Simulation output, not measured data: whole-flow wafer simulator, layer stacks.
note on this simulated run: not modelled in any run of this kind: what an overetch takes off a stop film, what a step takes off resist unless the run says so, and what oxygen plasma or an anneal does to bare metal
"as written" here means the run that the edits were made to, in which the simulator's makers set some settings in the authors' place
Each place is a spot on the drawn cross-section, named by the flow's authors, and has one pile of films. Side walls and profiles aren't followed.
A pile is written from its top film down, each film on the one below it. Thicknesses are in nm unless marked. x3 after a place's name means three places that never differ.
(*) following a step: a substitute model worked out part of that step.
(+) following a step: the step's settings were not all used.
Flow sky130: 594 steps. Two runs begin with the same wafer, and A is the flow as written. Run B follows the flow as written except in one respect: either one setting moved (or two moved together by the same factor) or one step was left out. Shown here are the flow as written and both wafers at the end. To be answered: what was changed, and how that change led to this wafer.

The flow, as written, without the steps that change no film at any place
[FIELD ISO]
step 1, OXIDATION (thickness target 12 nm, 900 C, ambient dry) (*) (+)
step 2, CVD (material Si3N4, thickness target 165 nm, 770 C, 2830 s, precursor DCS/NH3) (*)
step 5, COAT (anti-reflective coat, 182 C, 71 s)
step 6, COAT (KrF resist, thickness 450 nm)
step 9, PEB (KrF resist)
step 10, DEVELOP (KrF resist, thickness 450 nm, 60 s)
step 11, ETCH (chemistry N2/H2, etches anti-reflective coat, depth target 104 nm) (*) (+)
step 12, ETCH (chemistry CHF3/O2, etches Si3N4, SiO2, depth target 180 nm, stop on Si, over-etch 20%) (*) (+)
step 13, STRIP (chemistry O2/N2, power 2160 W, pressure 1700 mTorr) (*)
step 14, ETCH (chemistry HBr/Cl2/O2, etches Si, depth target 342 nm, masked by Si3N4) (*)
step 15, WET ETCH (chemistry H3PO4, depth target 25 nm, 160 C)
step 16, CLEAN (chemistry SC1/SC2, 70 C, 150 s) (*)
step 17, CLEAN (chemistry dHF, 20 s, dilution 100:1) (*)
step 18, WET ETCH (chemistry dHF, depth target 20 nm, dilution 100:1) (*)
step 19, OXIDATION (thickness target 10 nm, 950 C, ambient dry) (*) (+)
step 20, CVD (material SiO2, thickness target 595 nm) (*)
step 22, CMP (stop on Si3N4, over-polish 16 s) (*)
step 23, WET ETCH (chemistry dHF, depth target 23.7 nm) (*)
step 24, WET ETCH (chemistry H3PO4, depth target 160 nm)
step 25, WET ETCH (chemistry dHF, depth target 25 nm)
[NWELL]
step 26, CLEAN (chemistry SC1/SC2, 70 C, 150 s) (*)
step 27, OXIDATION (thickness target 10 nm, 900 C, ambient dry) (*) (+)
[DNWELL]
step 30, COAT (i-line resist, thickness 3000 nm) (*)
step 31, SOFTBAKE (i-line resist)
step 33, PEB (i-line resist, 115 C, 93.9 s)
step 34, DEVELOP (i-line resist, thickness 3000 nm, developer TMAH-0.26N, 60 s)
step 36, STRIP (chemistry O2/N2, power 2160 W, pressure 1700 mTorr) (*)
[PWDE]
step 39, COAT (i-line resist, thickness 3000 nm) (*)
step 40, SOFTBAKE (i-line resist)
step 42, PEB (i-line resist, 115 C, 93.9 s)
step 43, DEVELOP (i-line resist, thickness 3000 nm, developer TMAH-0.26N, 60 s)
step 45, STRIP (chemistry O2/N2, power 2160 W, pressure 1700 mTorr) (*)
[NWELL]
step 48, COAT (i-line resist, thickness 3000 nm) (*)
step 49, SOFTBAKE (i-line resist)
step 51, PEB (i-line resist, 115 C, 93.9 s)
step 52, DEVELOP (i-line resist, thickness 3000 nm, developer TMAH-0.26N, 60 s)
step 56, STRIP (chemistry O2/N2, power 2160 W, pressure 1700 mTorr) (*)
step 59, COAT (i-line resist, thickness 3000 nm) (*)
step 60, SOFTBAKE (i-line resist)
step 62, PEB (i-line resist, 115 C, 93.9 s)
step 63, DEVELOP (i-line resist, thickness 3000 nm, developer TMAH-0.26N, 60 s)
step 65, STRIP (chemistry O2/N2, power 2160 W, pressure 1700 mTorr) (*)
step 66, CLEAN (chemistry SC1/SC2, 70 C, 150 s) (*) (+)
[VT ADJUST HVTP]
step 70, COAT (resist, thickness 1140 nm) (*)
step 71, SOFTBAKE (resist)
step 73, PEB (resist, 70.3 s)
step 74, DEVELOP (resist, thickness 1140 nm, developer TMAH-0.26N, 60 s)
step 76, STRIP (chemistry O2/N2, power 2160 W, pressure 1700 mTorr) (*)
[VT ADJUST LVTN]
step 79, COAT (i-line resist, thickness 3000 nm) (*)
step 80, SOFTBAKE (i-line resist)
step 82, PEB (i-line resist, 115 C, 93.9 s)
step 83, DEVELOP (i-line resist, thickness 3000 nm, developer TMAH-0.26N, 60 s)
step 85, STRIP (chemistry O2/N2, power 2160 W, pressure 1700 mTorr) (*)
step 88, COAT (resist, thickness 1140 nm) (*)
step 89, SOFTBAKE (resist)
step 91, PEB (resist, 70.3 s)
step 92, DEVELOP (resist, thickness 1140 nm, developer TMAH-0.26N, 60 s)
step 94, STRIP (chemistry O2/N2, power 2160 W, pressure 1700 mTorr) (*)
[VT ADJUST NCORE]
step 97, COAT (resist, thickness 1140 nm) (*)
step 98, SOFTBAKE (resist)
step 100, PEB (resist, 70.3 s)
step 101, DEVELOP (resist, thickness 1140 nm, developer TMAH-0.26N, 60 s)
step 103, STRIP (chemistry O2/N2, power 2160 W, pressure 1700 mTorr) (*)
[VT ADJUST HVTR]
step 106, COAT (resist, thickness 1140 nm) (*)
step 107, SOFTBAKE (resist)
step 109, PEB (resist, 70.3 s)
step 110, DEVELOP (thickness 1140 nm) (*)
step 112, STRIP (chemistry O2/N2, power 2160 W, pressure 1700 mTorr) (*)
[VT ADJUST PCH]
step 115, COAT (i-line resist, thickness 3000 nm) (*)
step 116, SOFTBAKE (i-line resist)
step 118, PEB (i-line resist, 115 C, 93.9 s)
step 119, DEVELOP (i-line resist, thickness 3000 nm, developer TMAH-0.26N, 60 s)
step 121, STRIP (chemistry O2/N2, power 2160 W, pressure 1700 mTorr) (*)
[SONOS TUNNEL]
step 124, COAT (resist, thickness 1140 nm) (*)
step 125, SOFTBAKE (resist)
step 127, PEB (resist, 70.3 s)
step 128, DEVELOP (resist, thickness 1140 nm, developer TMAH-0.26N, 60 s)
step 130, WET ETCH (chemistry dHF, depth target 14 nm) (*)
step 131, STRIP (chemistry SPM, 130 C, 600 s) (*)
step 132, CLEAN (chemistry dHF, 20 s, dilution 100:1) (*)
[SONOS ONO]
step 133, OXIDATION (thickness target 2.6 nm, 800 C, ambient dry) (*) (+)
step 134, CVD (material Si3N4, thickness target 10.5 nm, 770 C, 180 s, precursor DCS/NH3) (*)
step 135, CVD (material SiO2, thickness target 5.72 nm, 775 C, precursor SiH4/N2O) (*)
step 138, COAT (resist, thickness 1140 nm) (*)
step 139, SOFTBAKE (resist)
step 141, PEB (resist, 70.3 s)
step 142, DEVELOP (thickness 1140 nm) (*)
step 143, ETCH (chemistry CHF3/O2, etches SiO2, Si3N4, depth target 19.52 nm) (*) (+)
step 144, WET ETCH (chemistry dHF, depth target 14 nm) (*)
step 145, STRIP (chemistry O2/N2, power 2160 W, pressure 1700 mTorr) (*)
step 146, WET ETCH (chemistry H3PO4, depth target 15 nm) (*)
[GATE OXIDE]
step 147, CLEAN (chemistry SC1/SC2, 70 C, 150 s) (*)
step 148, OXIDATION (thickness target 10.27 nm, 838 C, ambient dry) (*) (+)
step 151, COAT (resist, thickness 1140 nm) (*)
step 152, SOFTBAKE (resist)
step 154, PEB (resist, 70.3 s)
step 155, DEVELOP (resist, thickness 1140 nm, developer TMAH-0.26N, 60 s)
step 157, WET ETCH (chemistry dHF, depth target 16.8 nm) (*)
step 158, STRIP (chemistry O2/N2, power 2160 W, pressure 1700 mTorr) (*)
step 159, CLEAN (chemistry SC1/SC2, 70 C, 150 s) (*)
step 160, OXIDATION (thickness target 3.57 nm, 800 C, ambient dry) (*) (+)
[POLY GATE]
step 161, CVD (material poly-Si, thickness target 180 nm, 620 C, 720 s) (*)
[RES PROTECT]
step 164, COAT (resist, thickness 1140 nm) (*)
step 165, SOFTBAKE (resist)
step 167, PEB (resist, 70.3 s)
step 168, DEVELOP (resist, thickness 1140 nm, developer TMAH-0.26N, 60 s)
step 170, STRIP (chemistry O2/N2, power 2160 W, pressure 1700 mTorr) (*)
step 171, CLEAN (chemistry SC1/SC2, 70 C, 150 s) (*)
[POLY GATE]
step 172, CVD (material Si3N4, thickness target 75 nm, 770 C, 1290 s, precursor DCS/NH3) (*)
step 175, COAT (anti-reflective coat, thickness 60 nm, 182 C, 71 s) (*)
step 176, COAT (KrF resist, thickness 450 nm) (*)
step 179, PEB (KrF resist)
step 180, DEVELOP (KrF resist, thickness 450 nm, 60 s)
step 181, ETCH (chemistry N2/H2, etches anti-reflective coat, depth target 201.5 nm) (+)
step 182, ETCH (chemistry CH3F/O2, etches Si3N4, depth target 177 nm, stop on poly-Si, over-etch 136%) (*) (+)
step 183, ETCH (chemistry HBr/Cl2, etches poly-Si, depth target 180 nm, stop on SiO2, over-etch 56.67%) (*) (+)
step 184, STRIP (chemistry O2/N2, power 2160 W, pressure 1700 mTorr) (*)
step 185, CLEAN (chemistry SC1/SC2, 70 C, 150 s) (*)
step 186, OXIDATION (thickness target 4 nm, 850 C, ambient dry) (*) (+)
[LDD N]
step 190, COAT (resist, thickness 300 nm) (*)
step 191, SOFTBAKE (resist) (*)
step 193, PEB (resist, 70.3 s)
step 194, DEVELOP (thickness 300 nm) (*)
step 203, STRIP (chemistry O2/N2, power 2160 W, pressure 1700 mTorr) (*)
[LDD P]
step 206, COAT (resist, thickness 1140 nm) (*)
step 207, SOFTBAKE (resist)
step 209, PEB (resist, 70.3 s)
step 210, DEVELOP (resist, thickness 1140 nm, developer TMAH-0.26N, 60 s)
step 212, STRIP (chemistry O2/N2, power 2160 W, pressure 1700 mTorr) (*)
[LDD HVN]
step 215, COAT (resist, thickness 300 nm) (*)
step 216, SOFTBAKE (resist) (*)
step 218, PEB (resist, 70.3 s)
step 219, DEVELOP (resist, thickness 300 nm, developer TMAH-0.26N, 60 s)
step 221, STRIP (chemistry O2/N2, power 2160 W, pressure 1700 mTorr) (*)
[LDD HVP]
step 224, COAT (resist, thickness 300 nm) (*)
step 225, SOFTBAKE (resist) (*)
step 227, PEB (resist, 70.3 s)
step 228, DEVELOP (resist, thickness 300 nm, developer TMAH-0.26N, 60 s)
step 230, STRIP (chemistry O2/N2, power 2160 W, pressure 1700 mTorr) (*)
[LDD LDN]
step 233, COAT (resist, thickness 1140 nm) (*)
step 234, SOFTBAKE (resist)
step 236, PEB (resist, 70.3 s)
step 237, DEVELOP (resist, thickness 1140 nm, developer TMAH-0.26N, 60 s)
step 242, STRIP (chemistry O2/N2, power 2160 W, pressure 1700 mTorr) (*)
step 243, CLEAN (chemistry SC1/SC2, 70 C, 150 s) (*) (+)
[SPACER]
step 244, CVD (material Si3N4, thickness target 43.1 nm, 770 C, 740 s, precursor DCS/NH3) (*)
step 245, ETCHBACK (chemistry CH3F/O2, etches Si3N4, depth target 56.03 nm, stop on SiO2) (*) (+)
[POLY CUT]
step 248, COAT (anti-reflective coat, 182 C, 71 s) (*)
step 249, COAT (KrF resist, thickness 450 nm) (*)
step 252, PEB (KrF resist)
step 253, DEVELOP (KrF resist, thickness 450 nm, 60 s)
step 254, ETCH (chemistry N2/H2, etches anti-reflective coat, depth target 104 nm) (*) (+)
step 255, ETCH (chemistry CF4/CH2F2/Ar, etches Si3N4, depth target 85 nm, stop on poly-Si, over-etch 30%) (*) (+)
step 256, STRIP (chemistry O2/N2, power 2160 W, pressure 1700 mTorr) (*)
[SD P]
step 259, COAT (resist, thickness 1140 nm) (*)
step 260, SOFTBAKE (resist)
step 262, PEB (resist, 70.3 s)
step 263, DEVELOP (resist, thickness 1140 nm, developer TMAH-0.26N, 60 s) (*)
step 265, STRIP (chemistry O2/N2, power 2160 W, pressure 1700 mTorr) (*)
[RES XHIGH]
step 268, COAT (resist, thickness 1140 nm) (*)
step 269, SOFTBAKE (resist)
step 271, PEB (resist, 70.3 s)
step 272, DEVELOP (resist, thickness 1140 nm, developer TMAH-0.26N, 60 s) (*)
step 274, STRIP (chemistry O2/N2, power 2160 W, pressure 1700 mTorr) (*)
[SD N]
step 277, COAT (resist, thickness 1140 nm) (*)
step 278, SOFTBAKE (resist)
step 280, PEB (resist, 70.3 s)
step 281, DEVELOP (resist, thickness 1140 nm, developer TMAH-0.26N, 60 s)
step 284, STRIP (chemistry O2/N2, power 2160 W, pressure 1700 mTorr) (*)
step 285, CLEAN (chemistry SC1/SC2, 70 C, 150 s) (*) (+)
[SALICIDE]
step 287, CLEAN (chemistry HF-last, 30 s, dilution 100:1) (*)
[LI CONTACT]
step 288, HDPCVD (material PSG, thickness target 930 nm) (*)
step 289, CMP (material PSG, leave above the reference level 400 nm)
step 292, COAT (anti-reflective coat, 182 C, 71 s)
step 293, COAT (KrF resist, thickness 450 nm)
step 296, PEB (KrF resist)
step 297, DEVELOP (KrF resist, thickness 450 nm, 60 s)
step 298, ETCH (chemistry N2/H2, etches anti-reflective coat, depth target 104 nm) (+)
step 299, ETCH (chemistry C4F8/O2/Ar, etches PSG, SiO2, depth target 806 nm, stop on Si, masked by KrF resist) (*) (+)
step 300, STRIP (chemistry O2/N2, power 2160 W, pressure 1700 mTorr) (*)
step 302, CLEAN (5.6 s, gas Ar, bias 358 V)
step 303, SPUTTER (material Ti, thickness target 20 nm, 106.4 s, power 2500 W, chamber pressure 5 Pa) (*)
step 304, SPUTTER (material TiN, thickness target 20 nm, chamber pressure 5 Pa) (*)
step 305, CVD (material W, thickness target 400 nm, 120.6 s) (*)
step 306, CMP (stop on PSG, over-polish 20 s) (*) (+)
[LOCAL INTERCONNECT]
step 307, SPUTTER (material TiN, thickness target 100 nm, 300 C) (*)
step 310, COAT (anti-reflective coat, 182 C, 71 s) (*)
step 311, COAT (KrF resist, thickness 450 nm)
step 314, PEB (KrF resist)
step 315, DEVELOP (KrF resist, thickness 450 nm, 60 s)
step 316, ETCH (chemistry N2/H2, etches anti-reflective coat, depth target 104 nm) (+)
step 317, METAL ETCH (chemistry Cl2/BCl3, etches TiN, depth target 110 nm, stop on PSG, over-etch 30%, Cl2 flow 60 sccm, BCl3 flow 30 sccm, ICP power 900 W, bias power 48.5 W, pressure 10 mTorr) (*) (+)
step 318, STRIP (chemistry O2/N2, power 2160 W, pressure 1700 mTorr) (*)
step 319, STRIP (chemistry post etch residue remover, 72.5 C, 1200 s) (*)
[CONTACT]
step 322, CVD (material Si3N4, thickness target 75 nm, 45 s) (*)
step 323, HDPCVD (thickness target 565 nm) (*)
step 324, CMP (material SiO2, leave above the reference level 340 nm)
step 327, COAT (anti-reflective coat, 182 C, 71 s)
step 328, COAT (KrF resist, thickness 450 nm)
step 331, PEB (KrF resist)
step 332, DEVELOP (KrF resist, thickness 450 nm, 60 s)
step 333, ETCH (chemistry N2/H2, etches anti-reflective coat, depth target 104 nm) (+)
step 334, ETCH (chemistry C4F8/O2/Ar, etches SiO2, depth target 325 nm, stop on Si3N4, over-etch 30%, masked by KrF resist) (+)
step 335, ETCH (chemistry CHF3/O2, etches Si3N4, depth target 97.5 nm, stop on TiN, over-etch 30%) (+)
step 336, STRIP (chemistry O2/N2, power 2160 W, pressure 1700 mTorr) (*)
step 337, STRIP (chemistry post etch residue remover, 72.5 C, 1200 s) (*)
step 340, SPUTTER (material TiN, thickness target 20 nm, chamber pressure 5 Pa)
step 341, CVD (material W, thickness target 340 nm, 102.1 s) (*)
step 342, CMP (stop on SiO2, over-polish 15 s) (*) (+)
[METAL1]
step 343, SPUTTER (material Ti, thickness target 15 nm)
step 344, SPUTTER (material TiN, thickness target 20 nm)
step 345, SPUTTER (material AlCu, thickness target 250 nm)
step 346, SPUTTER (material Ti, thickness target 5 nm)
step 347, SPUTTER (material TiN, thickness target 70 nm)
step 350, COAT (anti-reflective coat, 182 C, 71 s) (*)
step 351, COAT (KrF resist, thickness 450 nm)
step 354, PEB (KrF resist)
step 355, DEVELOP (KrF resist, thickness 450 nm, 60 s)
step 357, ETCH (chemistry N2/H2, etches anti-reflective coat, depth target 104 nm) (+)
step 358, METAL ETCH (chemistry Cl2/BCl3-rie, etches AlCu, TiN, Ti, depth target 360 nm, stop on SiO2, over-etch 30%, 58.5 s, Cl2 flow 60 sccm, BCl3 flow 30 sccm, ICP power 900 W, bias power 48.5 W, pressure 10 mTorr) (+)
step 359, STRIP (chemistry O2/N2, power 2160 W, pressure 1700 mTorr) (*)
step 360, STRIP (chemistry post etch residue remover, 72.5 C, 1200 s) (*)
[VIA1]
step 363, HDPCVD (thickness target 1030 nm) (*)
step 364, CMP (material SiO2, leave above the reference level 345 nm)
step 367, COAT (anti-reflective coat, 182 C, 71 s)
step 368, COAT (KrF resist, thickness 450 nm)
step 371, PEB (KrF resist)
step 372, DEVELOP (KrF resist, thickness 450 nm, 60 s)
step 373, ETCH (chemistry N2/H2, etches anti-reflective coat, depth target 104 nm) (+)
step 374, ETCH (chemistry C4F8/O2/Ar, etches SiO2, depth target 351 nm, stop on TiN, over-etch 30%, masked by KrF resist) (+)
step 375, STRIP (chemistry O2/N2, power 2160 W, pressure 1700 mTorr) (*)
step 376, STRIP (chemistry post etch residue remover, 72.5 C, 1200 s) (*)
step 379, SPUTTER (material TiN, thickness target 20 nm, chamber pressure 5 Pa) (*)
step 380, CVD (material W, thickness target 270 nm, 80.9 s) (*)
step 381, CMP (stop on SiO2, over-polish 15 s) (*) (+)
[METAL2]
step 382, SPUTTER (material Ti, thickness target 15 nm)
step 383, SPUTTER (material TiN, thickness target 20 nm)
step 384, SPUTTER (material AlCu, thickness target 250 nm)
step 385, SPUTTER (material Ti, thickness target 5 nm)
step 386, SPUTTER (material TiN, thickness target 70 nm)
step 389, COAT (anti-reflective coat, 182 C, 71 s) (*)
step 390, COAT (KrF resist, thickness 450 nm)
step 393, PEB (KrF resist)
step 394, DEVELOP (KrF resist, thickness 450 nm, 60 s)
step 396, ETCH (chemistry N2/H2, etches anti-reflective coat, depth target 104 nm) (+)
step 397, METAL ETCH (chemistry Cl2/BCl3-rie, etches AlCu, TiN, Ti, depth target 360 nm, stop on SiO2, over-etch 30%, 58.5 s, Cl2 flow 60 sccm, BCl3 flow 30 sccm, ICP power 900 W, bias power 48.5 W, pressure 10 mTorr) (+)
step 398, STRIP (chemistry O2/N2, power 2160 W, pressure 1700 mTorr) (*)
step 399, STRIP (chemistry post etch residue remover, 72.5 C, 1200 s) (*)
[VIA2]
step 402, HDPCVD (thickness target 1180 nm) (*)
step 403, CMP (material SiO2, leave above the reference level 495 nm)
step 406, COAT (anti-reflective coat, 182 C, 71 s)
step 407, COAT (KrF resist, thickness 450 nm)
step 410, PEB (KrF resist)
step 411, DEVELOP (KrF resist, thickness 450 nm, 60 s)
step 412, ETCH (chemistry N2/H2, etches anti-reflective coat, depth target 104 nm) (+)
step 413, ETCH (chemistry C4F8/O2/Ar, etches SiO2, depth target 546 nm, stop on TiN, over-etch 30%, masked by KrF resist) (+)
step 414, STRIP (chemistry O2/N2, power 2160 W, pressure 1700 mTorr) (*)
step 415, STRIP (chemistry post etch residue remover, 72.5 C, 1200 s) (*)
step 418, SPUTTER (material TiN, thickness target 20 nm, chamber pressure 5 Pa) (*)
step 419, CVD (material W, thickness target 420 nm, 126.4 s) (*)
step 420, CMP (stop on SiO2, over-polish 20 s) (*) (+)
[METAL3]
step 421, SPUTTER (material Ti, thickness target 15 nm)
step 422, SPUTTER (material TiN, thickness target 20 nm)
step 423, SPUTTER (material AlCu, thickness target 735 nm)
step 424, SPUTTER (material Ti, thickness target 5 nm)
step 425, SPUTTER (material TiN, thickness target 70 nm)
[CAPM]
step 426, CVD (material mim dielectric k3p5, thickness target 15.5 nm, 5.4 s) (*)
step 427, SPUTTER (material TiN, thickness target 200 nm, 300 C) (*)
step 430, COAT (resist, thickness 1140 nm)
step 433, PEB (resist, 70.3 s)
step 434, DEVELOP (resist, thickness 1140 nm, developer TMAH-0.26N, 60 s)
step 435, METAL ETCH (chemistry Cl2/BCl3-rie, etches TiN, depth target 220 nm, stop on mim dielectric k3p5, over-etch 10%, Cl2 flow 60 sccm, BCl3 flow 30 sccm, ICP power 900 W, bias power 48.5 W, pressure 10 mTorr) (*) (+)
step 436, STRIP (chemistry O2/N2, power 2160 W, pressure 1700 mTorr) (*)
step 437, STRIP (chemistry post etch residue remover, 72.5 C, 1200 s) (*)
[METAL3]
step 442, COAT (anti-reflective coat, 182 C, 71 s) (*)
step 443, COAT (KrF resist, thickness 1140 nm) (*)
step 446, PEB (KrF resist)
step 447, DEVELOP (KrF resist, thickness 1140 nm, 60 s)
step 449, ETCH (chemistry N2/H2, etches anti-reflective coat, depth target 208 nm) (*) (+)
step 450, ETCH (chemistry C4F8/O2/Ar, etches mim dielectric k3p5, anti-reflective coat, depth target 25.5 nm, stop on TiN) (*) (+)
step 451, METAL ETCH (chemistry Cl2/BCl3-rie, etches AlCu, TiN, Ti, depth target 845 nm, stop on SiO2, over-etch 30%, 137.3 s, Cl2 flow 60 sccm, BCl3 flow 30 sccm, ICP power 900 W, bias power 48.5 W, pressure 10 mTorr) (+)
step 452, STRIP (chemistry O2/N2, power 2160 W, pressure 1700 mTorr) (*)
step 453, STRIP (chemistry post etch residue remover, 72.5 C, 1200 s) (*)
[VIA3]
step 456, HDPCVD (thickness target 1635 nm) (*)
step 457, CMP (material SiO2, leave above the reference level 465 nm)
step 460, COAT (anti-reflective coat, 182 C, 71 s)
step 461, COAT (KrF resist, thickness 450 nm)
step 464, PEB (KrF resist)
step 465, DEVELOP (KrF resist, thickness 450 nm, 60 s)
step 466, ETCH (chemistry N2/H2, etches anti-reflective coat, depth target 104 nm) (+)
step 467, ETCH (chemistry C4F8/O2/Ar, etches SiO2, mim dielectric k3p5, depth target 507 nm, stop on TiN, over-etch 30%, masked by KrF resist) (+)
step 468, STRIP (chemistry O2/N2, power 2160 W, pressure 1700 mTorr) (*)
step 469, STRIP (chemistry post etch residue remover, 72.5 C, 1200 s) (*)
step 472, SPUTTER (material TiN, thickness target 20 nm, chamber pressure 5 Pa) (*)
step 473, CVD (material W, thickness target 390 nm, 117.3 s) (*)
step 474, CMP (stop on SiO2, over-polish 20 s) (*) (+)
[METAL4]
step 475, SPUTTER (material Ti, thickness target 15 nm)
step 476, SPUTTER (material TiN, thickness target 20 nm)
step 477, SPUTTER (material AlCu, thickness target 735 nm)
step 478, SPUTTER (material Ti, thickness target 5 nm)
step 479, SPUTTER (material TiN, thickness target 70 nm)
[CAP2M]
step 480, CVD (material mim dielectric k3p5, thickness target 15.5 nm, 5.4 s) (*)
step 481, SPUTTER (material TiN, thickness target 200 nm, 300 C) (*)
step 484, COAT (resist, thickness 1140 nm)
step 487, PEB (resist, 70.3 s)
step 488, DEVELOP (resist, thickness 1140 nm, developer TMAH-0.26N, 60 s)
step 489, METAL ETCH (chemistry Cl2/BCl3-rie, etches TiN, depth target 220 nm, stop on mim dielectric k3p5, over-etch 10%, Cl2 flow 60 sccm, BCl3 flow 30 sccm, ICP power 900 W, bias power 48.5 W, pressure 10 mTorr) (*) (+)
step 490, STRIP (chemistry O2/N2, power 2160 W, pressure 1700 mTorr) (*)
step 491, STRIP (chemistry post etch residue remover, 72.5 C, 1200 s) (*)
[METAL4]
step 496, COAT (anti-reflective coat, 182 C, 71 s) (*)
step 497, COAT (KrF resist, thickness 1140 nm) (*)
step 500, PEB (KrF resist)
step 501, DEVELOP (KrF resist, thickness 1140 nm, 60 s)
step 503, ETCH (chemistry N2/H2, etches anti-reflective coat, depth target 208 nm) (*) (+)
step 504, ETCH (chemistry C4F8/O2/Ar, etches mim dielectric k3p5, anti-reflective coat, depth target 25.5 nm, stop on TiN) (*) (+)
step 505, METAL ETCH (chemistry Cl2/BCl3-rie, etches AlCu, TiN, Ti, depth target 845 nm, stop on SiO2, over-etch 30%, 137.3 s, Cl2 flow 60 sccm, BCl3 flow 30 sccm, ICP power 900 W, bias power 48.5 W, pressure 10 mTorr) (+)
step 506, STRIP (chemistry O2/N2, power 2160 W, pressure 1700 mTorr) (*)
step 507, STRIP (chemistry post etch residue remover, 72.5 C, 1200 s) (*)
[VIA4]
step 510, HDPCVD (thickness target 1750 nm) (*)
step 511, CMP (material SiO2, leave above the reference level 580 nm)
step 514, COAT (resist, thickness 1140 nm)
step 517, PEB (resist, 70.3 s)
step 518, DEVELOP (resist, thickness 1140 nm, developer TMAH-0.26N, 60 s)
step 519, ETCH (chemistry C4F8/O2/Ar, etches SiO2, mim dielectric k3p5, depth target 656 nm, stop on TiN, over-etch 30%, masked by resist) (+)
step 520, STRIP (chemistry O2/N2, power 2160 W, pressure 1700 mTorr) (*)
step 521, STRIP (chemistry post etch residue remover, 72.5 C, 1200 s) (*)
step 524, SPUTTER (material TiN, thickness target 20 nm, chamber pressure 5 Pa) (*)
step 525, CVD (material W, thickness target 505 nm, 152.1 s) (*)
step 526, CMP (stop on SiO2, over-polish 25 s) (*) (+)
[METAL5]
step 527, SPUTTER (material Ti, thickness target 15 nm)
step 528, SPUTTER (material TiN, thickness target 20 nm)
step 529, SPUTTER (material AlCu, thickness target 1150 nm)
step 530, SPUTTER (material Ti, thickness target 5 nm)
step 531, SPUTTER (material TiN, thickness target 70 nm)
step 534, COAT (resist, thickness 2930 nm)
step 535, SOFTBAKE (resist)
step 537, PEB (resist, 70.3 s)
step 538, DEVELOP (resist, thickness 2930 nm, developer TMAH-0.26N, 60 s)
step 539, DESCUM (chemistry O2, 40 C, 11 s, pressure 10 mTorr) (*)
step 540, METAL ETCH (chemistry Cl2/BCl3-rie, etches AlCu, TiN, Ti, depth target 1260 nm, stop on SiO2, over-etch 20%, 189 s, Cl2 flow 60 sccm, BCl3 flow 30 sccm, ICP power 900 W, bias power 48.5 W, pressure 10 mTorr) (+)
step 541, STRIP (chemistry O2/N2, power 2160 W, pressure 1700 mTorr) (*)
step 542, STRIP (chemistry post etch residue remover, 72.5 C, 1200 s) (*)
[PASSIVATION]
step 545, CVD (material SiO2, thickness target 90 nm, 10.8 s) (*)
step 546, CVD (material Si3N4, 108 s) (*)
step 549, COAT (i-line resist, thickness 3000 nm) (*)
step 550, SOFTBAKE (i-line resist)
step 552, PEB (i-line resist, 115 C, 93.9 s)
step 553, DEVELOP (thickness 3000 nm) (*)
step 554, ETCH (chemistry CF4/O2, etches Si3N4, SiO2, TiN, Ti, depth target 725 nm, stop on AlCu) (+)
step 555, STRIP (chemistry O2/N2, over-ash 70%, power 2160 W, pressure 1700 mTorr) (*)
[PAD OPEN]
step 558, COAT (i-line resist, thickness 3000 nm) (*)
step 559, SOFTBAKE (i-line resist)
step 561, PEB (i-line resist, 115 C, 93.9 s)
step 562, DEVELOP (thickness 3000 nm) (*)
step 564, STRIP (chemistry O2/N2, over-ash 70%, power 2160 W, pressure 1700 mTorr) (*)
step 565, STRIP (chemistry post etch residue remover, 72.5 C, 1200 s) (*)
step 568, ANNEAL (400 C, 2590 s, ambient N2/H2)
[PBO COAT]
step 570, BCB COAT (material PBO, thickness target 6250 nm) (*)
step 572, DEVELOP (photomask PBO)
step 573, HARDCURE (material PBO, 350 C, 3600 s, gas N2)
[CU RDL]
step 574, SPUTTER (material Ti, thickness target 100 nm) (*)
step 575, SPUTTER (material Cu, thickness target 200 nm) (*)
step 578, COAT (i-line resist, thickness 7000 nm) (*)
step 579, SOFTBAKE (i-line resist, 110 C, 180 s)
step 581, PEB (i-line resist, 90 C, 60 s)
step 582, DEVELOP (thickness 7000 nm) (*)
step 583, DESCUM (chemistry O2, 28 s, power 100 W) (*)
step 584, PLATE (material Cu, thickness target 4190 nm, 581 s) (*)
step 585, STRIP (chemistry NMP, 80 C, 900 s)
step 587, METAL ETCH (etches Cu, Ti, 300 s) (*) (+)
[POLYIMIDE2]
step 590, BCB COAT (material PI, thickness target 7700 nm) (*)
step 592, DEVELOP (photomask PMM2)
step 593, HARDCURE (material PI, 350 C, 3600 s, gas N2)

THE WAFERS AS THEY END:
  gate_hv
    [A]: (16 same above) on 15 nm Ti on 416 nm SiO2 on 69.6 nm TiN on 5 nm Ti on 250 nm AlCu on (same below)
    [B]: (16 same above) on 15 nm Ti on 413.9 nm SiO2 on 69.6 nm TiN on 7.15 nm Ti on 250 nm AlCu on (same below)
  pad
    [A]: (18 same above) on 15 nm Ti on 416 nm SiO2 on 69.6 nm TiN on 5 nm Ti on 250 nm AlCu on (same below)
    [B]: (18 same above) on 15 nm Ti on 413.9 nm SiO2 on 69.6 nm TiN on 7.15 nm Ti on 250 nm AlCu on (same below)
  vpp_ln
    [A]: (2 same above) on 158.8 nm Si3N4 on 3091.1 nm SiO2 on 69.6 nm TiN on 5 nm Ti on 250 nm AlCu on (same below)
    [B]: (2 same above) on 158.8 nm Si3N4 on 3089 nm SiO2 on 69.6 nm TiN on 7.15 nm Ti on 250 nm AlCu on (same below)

Cause: step 385, SPUTTER: thickness target 7.15 nm was run, while the flow as written has thickness target 5 nm.
One can read it off the wafer: gate_hv has Ti 7.15, and step 385 as written asks for 5 nm.

How this came from the change, step by step:
  step 385, SPUTTER (material Ti, thickness target 5 nm)
      field, active, n_well and 188 more: A +5 Ti (new film) | B +7.15 Ti (new film)
  step 397, METAL ETCH (chemistry Cl2/BCl3-rie, etches AlCu, TiN, Ti, depth target 360 nm, stop on SiO2, over-etch 30%, 58.5 s, Cl2 flow 60 sccm, BCl3 flow 30 sccm, ICP power 900 W, bias power 48.5 W, pressure 10 mTorr) (+)
      field, active, gate and 82 more: A -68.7 TiN (all of it), -5 Ti (all of it), -250 AlCu (all of it), -20 TiN (all of it), -15 Ti (all of it), -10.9 SiO2 | B -68.7 TiN (all of it), -7.15 Ti (all of it), -250 AlCu (all of it), -20 TiN (all of it), -15 Ti (all of it), -10.7 SiO2
